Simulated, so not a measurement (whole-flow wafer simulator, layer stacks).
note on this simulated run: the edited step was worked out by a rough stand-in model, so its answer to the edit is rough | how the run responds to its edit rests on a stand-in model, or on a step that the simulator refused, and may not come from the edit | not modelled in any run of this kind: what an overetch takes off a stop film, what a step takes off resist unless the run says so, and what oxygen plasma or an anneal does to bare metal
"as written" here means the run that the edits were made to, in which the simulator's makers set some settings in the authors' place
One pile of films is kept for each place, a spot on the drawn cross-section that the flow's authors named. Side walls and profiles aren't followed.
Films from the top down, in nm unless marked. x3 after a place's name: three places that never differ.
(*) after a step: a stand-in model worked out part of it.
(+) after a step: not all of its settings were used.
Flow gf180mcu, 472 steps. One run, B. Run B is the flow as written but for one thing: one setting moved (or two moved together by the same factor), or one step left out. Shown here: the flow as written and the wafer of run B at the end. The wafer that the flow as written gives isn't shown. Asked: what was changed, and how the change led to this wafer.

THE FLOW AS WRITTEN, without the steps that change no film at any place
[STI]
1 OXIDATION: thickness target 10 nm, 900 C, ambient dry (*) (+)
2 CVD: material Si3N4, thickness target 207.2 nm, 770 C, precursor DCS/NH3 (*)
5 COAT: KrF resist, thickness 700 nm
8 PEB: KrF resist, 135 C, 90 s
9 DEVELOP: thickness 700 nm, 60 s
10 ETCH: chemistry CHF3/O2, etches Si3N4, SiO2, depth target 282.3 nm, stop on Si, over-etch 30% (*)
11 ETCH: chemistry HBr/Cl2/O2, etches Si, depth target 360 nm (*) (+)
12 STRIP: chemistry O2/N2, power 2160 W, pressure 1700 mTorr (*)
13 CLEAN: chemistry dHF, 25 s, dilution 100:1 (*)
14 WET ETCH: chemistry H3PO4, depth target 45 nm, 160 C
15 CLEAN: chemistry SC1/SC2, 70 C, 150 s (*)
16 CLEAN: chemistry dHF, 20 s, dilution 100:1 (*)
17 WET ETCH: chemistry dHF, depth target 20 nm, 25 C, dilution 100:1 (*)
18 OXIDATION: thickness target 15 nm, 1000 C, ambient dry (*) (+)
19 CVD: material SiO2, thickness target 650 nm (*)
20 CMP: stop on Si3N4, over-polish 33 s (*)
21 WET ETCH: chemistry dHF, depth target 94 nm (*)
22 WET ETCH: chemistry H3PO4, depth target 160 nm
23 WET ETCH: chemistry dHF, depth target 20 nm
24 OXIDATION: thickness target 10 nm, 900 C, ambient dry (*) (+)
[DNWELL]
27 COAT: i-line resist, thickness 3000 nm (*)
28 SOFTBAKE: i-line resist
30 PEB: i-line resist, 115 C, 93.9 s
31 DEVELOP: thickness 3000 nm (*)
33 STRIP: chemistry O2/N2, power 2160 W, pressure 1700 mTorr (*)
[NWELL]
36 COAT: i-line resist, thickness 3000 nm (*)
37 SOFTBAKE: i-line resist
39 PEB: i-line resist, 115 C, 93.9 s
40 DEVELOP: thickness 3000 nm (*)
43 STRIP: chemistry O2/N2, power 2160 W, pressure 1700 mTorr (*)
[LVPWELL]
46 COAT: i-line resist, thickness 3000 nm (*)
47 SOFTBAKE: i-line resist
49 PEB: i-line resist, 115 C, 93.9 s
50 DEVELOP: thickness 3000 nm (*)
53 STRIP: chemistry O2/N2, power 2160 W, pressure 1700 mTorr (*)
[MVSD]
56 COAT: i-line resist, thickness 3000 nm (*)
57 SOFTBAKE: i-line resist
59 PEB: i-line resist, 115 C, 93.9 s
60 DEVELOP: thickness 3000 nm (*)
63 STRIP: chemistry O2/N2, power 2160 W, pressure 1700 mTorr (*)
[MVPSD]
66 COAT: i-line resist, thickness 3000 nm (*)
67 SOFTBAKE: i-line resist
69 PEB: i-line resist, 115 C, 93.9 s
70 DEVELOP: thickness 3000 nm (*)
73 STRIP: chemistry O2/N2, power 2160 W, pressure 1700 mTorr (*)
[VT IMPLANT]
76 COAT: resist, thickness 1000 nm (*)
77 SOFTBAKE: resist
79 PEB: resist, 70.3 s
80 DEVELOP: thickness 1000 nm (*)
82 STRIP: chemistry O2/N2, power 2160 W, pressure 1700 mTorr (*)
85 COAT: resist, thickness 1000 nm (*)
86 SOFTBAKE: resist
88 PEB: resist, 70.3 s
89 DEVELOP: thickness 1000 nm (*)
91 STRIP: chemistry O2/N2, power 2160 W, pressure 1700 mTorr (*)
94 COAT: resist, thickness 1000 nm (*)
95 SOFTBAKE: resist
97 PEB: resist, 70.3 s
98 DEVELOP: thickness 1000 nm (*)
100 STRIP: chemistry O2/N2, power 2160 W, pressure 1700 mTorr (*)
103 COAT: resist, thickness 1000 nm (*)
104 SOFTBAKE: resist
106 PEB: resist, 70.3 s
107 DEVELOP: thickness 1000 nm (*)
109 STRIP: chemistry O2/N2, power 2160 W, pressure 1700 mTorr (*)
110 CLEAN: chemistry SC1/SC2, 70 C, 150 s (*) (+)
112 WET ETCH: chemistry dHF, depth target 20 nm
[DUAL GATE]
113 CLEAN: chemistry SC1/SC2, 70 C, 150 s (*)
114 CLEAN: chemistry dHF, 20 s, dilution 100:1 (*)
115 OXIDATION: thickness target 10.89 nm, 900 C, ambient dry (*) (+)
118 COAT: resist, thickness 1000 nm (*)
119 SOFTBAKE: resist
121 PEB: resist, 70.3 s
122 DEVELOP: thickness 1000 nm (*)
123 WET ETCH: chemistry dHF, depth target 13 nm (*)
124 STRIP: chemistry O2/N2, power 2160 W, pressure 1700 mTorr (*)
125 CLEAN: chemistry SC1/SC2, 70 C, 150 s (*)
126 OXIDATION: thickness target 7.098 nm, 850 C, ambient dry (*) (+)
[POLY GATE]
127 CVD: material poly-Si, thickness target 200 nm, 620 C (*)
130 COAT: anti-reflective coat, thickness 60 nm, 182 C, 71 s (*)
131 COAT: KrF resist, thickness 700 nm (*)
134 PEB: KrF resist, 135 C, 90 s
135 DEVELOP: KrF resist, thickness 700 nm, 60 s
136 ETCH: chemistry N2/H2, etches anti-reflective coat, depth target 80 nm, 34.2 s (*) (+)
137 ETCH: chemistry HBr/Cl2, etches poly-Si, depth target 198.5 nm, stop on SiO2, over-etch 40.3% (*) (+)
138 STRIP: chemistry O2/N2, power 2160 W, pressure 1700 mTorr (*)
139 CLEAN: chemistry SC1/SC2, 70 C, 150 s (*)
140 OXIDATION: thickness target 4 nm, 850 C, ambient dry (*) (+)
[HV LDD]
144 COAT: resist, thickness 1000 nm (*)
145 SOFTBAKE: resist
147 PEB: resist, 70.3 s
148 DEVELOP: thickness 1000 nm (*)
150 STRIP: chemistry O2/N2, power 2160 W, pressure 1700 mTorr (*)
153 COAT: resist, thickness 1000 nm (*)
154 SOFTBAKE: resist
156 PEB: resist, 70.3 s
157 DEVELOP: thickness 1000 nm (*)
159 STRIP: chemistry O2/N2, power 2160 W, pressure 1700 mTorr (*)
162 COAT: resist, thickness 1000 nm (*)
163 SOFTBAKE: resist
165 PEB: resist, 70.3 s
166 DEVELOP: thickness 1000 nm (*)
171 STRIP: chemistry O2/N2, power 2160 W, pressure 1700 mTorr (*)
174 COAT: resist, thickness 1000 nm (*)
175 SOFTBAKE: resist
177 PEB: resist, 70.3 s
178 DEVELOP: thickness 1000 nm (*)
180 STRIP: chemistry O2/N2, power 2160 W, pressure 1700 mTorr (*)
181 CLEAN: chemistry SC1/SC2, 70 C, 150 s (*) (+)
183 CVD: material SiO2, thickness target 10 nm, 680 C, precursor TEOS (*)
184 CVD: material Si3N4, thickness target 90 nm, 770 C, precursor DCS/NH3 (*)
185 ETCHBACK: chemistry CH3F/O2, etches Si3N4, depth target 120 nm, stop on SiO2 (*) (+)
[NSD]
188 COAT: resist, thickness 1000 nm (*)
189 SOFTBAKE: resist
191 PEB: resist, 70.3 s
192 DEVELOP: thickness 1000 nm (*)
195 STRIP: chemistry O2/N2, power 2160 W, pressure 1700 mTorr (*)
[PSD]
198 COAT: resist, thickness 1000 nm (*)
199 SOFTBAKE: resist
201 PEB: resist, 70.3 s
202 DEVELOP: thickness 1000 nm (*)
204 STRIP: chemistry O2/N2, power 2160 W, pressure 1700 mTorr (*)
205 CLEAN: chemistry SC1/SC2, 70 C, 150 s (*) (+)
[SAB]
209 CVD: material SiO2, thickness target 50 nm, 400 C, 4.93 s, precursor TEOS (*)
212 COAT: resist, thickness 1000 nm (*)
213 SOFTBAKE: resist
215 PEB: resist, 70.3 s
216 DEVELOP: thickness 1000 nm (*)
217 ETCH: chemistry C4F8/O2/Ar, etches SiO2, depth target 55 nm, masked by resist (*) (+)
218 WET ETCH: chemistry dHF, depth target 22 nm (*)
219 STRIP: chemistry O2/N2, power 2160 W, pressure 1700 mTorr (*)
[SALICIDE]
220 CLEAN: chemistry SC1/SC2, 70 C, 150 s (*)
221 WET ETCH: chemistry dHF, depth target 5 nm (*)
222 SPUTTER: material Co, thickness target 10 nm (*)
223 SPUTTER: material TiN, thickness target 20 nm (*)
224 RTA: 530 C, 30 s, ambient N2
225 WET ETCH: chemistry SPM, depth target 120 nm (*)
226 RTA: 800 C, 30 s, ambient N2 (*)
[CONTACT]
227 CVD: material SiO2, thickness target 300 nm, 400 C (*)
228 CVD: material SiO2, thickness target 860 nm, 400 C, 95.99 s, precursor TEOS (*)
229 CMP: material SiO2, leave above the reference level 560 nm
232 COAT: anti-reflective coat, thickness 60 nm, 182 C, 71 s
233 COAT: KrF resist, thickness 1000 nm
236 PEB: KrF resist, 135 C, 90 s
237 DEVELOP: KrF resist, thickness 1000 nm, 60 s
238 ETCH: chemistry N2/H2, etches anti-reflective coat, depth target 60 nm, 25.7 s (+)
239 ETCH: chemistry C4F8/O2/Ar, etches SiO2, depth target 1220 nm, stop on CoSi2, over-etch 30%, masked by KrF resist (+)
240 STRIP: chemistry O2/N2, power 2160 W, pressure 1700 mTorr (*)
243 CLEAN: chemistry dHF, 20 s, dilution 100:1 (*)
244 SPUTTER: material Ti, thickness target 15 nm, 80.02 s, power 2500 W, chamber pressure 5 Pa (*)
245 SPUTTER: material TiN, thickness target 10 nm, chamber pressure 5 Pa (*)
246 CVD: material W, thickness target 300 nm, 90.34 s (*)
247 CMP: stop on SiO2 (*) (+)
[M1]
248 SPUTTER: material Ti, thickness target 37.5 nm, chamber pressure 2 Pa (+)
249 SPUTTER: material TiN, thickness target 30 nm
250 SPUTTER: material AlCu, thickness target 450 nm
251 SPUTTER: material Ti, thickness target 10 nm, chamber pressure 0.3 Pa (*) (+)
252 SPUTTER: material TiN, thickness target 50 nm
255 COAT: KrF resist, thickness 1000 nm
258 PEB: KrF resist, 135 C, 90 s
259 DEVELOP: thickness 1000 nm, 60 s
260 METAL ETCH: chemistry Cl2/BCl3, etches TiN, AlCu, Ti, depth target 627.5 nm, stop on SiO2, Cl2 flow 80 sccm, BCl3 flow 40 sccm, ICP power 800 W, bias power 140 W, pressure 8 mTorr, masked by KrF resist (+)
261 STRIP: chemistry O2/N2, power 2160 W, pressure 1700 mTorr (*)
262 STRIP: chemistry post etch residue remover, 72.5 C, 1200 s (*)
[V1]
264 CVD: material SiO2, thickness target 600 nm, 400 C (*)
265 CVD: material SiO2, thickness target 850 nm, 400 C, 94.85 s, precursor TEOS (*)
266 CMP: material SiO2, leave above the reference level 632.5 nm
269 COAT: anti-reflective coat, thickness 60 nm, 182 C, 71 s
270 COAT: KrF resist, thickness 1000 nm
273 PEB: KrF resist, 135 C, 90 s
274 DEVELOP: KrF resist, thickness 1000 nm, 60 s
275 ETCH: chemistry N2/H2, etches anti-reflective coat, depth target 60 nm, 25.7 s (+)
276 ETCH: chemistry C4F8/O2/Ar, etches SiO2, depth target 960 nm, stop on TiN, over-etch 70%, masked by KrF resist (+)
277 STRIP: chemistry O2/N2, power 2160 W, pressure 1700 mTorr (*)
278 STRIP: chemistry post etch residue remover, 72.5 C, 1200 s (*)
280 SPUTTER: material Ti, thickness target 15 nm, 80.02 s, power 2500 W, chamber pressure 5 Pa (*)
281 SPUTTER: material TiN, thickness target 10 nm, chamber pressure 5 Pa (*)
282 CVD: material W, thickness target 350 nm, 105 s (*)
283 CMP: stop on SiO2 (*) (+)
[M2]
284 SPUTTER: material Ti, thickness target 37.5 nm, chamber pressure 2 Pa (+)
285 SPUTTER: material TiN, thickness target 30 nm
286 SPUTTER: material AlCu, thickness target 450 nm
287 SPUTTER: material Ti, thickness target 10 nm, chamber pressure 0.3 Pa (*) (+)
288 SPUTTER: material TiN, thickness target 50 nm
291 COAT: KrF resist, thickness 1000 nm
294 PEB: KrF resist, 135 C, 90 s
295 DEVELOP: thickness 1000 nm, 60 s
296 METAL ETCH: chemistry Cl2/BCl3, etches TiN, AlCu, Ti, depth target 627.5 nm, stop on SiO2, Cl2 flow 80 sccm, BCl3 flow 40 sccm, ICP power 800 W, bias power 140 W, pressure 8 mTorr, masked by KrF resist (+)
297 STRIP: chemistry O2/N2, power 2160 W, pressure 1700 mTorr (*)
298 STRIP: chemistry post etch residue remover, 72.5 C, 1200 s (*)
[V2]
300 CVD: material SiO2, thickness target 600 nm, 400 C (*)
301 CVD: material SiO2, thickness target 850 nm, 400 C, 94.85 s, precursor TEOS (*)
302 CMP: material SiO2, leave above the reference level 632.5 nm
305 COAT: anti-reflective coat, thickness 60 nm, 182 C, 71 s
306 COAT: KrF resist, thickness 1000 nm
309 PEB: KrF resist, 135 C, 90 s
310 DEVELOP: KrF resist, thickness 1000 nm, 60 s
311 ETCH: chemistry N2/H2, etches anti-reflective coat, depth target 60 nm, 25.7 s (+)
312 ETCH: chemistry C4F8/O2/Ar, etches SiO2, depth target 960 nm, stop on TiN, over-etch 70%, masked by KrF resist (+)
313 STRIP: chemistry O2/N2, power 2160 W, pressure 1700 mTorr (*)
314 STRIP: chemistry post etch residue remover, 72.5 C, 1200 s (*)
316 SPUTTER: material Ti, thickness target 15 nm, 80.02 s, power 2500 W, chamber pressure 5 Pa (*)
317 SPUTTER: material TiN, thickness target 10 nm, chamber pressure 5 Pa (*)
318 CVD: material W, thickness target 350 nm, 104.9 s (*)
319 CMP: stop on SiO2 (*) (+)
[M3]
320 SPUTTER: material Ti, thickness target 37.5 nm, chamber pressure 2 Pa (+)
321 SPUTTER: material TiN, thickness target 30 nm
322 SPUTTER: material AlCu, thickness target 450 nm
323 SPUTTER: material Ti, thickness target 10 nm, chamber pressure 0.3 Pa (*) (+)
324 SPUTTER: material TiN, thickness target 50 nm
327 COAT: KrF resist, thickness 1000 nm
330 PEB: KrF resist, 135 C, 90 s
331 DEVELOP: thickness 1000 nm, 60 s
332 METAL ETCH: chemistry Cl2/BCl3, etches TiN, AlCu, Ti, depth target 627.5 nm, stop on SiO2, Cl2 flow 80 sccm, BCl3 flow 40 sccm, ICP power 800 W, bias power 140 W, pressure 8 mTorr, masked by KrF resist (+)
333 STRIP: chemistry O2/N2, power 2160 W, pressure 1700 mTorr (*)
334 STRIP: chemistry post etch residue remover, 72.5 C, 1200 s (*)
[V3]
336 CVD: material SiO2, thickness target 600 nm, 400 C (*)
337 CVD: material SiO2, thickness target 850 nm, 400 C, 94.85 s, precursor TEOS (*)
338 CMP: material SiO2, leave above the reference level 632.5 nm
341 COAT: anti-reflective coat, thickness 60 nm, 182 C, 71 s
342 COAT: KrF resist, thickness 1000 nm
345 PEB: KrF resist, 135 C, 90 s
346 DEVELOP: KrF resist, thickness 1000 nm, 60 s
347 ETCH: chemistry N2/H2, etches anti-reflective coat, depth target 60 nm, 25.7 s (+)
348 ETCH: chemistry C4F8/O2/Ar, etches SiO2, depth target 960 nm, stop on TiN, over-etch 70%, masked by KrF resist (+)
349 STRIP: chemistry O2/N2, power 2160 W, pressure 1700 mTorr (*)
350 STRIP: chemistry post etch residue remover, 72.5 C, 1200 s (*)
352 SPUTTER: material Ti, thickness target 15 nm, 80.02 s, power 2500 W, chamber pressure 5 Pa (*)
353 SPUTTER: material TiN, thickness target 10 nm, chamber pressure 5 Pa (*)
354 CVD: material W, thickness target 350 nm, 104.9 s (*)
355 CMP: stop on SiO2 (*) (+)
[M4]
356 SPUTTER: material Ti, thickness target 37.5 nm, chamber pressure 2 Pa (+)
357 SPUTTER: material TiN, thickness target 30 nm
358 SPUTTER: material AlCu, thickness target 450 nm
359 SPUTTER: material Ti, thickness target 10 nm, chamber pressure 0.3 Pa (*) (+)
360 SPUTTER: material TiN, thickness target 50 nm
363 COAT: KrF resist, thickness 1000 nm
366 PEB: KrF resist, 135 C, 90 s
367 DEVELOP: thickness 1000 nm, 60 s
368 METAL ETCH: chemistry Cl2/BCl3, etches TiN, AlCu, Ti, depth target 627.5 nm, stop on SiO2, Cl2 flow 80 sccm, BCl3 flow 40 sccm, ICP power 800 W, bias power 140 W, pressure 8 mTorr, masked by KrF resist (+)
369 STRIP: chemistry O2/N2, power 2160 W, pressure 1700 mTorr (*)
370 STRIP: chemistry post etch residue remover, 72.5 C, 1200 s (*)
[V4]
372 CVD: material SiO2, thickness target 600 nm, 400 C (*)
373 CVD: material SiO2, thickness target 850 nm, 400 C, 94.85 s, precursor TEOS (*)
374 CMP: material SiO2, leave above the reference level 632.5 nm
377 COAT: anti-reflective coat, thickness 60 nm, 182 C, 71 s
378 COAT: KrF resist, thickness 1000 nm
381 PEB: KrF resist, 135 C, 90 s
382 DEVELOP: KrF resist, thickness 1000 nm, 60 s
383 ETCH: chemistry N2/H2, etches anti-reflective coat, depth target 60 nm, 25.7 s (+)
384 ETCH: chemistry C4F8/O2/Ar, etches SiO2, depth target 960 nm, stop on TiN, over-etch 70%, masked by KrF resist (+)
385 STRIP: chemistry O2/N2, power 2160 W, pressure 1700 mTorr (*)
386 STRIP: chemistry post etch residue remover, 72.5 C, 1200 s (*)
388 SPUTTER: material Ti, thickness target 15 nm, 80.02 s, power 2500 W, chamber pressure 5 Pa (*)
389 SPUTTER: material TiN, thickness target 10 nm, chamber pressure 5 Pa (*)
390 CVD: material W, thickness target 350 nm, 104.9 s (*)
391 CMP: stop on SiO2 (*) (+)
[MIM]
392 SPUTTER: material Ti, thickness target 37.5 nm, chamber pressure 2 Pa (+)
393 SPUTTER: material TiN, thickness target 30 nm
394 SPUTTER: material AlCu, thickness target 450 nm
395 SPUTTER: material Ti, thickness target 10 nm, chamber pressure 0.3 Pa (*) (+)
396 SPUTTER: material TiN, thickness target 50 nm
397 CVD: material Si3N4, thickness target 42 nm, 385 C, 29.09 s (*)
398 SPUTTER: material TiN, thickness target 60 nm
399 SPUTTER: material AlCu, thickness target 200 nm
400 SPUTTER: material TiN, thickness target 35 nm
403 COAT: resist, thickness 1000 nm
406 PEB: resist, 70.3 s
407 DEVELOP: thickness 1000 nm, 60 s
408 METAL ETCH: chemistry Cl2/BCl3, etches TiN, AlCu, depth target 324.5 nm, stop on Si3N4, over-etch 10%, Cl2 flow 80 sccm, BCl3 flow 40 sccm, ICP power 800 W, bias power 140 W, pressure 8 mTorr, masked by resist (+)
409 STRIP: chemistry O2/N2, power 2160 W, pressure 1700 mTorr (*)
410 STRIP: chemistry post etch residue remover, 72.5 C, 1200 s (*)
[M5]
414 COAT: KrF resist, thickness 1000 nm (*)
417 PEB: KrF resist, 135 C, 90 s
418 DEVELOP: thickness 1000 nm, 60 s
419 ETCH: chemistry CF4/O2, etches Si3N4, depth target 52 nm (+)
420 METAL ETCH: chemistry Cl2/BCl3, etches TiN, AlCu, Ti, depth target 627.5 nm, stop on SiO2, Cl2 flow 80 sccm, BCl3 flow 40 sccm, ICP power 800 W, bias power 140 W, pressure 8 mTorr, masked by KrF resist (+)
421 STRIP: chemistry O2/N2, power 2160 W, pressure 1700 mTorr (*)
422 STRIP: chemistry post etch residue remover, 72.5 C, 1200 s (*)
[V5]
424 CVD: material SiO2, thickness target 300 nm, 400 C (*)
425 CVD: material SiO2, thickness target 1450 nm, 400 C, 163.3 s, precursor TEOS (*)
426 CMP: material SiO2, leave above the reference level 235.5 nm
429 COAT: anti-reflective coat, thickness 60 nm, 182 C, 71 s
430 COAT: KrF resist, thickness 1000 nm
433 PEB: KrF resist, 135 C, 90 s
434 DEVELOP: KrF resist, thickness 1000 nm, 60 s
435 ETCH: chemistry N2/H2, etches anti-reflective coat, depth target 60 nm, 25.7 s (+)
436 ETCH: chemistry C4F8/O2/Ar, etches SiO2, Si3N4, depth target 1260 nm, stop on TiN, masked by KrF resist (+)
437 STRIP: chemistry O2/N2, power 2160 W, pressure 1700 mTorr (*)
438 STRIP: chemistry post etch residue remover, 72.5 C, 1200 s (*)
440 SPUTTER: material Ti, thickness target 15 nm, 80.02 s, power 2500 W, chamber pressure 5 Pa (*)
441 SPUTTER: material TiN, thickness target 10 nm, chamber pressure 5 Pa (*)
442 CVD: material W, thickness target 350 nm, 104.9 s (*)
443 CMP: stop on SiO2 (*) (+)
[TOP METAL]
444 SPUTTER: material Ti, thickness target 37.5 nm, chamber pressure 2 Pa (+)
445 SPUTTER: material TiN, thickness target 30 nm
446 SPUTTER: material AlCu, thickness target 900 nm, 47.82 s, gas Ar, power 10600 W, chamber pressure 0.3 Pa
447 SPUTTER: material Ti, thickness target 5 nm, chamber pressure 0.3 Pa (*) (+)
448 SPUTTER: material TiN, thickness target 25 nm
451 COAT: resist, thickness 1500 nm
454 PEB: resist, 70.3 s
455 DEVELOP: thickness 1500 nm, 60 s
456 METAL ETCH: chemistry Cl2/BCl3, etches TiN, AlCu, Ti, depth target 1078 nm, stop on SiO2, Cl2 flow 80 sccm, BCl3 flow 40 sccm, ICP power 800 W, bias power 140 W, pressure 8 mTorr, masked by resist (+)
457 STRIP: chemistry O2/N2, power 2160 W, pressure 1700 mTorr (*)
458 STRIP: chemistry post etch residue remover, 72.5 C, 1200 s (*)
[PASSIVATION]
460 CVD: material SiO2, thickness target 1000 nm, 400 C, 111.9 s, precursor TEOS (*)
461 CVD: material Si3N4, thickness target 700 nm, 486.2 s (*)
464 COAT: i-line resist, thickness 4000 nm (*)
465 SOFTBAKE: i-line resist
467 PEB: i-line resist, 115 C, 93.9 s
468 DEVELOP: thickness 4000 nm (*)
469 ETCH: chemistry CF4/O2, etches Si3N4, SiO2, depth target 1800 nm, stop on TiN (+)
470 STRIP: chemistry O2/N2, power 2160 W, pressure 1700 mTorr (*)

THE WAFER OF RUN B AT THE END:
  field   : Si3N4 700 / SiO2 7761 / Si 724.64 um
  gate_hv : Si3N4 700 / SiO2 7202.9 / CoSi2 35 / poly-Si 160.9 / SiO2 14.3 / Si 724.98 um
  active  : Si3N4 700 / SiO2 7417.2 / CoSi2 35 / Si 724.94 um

The cause: step 460, CVD: thickness target 525 nm was run, where the flow has thickness target 1000 nm; step 460, CVD: 58.77 s was run, where the flow has 111.9 s.

How the change led to this, step by step:
  460 CVD: material SiO2, thickness target 1000 nm, 400 C, 111.9 s, precursor TEOS (*)
      field, field__w1, field__w2 and 103 more: SiO2 +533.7 (as written it would be: SiO2 +1000)
      field__w8, contact, m1, m1__w1, pad, m1_nw: SiO2 +533.7 (new film) (as written it would be: SiO2 +1000 (new film))
  465 SOFTBAKE: i-line resist
      gate: i-line resist -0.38 (as written it would be: i-line resist +1.79)
      ld_acc_p, ld_fp_p, ld_drift_p: i-line resist +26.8 (as written it would be: i-line resist +33.8)
      (and at 57 more places)
  469 ETCH: chemistry CF4/O2, etches Si3N4, SiO2, depth target 1800 nm, stop on TiN (+)
      pad: Si3N4 -700 (all of it), SiO2 -533.7 (all of it) (as written it would be: Si3N4 -700 (all of it), SiO2 -1000 (all of it))
